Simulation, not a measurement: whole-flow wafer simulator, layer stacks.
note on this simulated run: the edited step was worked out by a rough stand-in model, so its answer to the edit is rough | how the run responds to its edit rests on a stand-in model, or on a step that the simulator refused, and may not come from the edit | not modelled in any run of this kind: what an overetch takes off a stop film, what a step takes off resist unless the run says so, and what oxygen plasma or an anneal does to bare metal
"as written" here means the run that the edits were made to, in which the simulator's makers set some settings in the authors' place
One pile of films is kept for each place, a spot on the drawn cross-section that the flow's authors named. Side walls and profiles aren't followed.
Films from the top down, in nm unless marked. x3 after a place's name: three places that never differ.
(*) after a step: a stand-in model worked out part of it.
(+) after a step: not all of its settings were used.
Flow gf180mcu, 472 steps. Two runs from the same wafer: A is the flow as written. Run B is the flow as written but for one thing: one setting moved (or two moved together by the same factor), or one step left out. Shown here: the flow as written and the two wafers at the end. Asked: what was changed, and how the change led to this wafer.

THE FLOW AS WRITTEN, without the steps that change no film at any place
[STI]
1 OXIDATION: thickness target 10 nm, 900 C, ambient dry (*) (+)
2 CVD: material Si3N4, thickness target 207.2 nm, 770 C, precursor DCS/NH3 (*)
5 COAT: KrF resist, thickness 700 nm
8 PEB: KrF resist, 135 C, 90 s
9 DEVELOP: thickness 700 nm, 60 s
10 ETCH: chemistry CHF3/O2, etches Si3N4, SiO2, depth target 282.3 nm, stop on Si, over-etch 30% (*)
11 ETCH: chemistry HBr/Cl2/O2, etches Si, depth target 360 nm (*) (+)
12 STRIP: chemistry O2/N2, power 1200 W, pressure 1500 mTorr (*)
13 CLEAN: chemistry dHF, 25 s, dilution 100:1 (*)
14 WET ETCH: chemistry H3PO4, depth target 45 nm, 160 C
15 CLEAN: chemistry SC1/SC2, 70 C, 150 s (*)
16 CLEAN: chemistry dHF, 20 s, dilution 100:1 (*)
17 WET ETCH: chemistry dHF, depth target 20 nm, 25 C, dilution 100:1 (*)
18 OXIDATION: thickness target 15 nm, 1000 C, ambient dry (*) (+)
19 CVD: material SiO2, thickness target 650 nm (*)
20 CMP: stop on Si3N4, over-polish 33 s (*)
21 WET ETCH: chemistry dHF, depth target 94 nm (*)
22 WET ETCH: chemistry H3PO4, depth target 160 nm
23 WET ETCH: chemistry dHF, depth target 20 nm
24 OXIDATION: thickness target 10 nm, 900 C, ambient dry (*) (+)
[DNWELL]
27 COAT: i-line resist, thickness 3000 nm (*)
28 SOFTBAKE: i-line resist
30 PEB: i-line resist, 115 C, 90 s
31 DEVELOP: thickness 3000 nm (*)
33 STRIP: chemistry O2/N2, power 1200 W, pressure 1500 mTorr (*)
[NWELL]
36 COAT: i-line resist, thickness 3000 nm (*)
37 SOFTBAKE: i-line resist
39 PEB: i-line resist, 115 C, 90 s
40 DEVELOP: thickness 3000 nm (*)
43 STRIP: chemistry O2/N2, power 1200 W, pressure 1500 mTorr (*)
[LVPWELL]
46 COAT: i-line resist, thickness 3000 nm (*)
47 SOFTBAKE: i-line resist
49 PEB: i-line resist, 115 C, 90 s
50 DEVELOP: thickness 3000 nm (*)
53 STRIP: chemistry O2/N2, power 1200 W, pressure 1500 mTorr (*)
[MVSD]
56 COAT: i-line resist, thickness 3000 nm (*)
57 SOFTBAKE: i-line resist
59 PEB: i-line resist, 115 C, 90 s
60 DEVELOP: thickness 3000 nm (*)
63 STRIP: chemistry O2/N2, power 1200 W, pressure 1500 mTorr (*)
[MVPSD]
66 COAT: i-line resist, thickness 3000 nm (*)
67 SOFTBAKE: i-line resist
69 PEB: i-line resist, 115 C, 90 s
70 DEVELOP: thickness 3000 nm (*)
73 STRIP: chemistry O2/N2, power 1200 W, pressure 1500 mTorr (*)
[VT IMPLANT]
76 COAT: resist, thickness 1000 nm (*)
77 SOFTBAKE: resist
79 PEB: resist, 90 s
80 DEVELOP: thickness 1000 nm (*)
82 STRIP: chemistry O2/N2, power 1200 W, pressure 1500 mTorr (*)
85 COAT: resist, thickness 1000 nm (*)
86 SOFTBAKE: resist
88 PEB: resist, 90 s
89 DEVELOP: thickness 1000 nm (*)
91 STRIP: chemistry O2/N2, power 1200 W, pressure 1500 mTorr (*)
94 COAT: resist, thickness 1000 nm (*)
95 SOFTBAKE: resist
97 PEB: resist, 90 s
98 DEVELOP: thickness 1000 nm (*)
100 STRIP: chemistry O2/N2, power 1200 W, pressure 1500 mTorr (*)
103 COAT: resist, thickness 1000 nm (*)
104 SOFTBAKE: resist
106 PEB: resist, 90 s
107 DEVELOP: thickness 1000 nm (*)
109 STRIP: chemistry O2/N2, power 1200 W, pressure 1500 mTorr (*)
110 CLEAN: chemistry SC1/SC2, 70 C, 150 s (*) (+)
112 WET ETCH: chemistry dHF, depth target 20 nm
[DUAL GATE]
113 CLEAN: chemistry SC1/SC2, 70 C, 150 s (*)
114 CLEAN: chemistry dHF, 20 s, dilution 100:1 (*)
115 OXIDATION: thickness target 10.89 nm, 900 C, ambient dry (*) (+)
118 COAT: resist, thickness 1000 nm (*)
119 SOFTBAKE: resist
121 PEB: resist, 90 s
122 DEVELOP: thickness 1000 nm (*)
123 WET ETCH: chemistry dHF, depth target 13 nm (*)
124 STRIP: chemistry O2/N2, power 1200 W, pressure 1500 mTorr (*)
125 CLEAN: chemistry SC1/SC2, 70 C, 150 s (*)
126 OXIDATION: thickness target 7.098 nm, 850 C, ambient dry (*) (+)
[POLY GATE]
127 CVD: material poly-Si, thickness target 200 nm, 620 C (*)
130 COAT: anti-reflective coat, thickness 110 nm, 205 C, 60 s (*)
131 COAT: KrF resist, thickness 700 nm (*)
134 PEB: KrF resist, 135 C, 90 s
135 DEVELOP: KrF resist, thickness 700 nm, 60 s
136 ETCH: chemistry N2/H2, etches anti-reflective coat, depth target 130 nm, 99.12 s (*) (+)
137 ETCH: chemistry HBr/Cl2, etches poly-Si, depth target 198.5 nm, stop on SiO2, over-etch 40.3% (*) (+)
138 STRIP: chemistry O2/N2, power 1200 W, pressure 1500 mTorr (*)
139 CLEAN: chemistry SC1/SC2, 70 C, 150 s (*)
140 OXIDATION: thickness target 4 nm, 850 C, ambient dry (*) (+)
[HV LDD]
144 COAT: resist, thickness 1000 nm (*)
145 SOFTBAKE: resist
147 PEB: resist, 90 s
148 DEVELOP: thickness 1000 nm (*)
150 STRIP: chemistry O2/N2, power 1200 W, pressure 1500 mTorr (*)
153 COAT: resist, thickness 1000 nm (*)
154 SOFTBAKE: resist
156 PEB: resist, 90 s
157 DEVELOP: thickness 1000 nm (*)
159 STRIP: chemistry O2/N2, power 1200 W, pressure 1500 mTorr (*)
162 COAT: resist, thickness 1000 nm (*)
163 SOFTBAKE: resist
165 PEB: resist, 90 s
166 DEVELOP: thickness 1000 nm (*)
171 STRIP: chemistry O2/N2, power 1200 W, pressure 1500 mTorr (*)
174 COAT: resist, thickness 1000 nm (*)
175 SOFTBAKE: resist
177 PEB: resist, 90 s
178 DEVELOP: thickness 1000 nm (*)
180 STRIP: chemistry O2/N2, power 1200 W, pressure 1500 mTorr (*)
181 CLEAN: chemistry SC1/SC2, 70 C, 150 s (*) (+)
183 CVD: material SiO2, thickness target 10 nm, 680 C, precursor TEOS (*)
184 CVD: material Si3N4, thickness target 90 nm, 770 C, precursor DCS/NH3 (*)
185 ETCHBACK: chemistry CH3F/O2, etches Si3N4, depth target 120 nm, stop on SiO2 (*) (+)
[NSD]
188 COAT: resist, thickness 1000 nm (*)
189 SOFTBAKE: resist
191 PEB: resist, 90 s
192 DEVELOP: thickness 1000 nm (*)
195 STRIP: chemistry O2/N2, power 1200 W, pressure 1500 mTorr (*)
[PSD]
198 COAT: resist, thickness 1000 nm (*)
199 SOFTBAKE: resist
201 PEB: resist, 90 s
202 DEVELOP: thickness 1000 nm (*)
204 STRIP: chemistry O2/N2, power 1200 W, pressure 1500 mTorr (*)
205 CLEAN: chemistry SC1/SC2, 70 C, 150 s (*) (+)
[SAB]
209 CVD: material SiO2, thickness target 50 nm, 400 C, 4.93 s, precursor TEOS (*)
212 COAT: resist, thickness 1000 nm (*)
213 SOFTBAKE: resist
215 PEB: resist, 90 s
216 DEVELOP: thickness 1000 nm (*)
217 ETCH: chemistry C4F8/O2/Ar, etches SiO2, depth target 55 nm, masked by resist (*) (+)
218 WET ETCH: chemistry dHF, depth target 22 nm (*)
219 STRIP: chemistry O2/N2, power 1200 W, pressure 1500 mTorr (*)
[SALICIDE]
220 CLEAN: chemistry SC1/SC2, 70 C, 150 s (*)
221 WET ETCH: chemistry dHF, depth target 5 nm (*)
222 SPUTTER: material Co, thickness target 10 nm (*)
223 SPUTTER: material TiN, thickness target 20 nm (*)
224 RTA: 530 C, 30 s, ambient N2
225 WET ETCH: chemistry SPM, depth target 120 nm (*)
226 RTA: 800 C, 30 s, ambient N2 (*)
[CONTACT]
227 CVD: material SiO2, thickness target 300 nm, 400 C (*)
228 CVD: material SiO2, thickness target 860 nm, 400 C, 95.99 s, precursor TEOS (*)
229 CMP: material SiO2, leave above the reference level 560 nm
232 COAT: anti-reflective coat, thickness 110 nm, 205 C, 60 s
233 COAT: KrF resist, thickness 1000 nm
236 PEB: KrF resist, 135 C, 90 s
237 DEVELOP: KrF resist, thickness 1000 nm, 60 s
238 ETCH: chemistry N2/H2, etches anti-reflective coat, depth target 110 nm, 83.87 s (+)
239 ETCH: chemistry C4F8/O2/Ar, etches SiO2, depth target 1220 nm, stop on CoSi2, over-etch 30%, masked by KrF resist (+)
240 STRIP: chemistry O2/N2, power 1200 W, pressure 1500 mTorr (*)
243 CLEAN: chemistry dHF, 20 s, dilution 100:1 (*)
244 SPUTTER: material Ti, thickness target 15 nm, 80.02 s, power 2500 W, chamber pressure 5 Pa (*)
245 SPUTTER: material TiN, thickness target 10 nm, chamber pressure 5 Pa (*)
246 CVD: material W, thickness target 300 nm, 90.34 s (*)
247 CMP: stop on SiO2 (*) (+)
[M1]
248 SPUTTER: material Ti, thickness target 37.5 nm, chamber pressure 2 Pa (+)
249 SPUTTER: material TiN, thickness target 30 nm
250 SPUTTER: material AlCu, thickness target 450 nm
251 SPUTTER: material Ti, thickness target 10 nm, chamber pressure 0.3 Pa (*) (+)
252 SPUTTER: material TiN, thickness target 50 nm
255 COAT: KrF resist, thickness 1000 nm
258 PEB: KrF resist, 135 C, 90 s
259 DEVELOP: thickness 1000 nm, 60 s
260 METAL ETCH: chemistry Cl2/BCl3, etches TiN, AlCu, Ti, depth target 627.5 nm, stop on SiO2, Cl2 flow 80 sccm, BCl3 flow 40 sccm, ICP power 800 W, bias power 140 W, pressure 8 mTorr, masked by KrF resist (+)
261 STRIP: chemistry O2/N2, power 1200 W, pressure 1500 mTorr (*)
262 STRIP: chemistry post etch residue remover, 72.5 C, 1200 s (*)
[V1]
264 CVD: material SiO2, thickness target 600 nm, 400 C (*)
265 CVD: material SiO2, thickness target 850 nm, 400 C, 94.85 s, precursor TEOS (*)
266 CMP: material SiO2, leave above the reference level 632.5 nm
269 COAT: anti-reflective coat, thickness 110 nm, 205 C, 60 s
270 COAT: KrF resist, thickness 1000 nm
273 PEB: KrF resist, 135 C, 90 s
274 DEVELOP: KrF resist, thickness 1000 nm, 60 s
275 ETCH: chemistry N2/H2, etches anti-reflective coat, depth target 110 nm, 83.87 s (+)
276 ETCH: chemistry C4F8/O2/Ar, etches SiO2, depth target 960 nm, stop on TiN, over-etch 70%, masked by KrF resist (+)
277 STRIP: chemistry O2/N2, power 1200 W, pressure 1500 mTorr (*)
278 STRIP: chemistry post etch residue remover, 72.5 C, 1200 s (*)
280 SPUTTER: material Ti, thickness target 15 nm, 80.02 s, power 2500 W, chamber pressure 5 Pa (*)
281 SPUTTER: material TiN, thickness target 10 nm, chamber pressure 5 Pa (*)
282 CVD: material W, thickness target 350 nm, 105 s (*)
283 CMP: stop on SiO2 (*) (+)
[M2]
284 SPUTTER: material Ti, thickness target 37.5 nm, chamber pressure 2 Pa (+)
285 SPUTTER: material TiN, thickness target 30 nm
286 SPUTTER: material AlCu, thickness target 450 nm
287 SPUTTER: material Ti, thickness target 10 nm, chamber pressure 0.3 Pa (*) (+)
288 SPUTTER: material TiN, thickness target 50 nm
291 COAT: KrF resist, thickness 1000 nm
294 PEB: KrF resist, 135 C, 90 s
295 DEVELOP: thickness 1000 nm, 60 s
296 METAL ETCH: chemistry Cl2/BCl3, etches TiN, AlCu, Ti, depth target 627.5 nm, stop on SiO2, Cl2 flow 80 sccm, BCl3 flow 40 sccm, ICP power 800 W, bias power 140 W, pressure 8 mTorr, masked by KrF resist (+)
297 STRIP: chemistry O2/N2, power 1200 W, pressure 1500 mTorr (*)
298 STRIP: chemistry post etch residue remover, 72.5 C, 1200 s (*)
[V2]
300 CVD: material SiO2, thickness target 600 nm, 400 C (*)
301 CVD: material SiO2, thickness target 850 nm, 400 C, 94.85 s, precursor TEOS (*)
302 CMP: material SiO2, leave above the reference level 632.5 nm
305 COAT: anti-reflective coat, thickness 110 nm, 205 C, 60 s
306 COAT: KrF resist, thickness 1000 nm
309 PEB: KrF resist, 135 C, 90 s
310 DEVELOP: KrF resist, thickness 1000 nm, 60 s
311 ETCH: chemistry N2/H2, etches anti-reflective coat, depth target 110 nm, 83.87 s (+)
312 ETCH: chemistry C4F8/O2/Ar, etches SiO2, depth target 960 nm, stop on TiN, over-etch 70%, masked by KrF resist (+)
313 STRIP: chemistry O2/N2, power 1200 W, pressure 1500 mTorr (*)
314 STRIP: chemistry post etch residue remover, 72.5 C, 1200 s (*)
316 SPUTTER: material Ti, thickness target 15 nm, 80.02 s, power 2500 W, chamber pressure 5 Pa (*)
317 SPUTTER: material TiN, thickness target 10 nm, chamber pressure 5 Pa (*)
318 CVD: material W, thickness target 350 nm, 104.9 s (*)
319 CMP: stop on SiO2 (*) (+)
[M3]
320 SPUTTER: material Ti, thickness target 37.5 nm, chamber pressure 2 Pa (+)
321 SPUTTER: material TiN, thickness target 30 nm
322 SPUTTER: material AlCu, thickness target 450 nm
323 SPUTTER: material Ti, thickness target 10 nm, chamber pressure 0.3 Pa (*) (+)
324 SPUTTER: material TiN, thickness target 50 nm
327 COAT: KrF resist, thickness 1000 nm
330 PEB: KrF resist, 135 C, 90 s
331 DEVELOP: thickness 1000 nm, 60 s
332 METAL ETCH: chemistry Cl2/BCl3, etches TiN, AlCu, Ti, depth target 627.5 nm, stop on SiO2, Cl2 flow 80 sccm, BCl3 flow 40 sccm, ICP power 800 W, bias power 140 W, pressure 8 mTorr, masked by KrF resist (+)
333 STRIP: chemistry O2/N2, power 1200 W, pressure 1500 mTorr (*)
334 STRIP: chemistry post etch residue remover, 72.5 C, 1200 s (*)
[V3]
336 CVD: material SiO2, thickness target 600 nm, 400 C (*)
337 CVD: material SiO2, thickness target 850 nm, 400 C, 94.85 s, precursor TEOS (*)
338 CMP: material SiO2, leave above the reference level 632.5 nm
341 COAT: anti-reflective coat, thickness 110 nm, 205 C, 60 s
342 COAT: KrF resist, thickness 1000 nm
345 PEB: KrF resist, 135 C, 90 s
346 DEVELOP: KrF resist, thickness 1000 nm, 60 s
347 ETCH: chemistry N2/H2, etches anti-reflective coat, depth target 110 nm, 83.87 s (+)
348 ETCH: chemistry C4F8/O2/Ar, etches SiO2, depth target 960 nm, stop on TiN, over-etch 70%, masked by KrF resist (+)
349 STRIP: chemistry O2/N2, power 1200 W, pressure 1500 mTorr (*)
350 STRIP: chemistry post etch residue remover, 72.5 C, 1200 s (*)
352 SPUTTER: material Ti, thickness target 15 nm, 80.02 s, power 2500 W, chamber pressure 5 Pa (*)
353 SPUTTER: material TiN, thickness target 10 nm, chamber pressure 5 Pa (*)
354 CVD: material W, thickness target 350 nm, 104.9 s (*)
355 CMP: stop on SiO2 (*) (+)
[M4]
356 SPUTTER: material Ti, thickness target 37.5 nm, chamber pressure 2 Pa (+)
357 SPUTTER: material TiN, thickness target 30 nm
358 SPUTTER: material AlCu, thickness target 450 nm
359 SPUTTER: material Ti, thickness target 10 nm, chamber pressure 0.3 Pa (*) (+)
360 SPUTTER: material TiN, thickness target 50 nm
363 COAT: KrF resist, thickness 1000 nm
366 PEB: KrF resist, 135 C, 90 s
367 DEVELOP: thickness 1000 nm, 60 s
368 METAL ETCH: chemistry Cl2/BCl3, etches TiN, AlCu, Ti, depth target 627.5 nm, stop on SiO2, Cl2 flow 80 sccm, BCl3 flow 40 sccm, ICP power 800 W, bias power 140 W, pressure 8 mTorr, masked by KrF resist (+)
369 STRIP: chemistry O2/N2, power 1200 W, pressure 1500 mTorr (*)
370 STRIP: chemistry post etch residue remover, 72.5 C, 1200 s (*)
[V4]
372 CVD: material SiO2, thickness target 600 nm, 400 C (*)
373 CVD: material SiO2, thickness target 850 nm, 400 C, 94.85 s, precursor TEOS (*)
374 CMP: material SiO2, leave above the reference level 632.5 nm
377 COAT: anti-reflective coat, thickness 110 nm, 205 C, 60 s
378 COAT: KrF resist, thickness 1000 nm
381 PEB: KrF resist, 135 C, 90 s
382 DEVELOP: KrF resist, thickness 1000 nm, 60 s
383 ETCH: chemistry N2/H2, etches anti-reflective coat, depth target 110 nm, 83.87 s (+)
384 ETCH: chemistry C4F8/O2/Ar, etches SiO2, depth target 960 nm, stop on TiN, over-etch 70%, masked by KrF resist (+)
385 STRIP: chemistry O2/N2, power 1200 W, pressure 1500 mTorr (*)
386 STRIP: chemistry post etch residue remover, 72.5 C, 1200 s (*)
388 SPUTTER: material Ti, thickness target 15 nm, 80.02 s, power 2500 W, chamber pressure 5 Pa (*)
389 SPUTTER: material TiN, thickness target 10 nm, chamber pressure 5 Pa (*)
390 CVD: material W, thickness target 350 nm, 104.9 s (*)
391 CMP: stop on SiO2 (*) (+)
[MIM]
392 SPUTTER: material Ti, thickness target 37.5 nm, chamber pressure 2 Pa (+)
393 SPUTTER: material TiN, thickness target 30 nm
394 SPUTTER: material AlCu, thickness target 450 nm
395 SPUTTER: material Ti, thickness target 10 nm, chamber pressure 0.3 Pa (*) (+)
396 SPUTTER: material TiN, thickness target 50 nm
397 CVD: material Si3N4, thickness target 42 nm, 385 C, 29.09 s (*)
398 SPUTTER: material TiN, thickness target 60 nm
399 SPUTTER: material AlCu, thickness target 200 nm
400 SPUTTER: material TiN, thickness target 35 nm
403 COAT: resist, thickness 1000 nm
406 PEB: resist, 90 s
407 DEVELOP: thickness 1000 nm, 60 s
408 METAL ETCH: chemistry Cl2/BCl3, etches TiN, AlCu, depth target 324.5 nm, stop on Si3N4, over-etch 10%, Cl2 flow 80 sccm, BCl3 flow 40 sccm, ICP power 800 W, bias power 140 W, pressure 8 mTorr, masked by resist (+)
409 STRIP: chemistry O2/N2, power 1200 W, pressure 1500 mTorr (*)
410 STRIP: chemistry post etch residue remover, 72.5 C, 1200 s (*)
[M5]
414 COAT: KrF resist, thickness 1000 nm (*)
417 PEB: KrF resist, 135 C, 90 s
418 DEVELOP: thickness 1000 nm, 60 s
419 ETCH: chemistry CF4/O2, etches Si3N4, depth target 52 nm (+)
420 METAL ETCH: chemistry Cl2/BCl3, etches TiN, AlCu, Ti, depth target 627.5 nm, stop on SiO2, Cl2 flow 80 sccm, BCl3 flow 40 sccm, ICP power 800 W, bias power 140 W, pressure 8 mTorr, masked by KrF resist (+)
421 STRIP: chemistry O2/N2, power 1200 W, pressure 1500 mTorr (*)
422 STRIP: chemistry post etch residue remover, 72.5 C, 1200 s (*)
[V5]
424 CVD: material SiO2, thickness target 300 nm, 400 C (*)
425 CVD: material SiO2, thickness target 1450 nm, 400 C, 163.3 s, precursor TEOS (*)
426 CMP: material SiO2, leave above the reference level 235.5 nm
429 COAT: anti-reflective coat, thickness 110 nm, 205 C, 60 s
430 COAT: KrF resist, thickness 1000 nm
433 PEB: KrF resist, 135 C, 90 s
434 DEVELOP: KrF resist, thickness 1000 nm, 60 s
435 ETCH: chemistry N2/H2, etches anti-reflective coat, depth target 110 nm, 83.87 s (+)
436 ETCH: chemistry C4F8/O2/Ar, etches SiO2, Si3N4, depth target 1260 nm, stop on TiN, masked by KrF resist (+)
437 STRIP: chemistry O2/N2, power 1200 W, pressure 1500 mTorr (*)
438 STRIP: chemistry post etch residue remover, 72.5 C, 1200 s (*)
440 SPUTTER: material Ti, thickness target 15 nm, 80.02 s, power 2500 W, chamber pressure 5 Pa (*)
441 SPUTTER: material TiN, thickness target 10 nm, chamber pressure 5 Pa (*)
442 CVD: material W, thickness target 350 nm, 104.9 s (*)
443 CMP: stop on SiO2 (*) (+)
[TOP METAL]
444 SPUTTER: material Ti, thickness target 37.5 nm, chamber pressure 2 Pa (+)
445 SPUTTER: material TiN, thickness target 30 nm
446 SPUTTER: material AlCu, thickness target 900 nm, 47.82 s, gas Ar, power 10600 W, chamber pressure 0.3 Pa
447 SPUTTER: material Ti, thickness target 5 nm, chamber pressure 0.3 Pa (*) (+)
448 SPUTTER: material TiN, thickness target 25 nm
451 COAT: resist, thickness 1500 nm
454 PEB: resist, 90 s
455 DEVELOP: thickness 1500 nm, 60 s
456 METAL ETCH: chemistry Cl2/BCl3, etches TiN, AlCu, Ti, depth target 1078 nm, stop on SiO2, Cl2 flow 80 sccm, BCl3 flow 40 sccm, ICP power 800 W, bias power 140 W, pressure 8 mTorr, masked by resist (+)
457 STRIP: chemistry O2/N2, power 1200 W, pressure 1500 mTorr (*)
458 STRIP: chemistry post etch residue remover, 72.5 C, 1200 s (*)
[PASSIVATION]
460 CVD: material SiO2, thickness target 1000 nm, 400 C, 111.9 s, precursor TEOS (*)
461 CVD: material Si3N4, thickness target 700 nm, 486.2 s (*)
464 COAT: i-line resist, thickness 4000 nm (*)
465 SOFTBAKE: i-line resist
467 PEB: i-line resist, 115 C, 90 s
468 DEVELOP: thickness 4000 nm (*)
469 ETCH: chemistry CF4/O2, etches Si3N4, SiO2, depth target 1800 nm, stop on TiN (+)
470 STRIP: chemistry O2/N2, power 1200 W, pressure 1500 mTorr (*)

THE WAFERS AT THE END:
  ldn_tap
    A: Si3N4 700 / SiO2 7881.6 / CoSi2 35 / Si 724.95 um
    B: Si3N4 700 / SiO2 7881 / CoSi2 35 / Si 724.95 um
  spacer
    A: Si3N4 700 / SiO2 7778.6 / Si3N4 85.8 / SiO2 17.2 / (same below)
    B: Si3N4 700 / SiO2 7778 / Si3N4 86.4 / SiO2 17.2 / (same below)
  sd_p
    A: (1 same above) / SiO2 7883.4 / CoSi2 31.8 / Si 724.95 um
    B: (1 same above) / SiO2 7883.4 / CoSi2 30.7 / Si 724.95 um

The cause: step 209, CVD: thickness target 70 nm was run, where the flow has thickness target 50 nm.

How the change led to this, step by step:
  209 CVD: material SiO2, thickness target 50 nm, 400 C, 4.93 s, precursor TEOS (*)
      field, field__w7, field__w8 and 73 more: A SiO2 +50 | B SiO2 +70
      field_sub__w1, field_sub__w3, field_sub__w4, field_sub__w5, ld_drift_n, nplus_u: A SiO2 +48.9 | B SiO2 +68.5
      (and at 27 more places)
  217 ETCH: chemistry C4F8/O2/Ar, etches SiO2, depth target 55 nm, masked by resist (*) (+)
      spacer: A SiO2 -50 (all of it), Si3N4 -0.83 | B SiO2 -55
  218 WET ETCH: chemistry dHF, depth target 22 nm (*)
      ldn_tap, ldn_src, ldn_drn, ldp_tap, ldp_src, ldp_drn, ldp_gr: A SiO2 -16 (all of it) | B SiO2 -34.9
      ld_drn_n, ld_sd_p: A SiO2 -14.8 (all of it) | B SiO2 -33.7
      (and at 91 more places)
  219 STRIP: chemistry O2/N2, power 1200 W, pressure 1500 mTorr (*)
      active_hv, active_nat, ld_sd_n and 10 more: A chemical SiO2 +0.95 (new film), Si -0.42 | B nothing
  220 CLEAN: chemistry SC1/SC2, 70 C, 150 s (*)
      active_nat: A chemical SiO2 -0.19, Si -0.21 | B SiO2 -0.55 (all of it)
  221 WET ETCH: chemistry dHF, depth target 5 nm (*)
      ldn_tap, ldp_tap, ldp_src, ldp_drn, ldp_gr: A chemical SiO2 -0.76 (all of it) | B SiO2 -0.72 (all of it)
      active_nat, ld_sd_n: A chemical SiO2 -0.76 (all of it) | B nothing
      (and at 6 more places)
  223 SPUTTER: material TiN, thickness target 20 nm (*)
      field__w12: A TiN +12 (new film) | B TiN +12.7 (new film)
      sd_p: A TiN +17.9 (new film) | B TiN +17.3 (new film)
      (and at 1 more place)
  224 RTA: 530 C, 30 s, ambient N2
      sd_p: A under 1 film: CoSi +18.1 (new film), Co -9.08 (all of it), Si -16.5 | B under 1 film: CoSi +17.5 (new film), Co -8.79 (all of it), Si -15.9
  225 WET ETCH: chemistry SPM, depth target 120 nm (*)
      field__w12: A TiN -12 (all of it), Co -6.15 (all of it) | B TiN -12.7 (all of it), Co -6.44 (all of it)
      sd_p: A TiN -17.9 (all of it) | B TiN -17.3 (all of it)
      (and at 1 more place)
  226 RTA: 800 C, 30 s, ambient N2 (*)
      sd_p: A CoSi2 +31.8 (new film), CoSi -18.1 (all of it), Si -16.5 | B CoSi2 +30.7 (new film), CoSi -17.5 (all of it), Si -15.9
  229 CMP: material SiO2, leave above the reference level 560 nm
      ldn_sep__w1, ldn_sep__w2, ldn_dft and 8 more: A SiO2 -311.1 | B SiO2 -319.5
      sti, mim_1p0, pad, dice_street, iso_nw_fld, iso_fld_sub: A SiO2 -297 | B SiO2 -305.3
      (and at 43 more places)
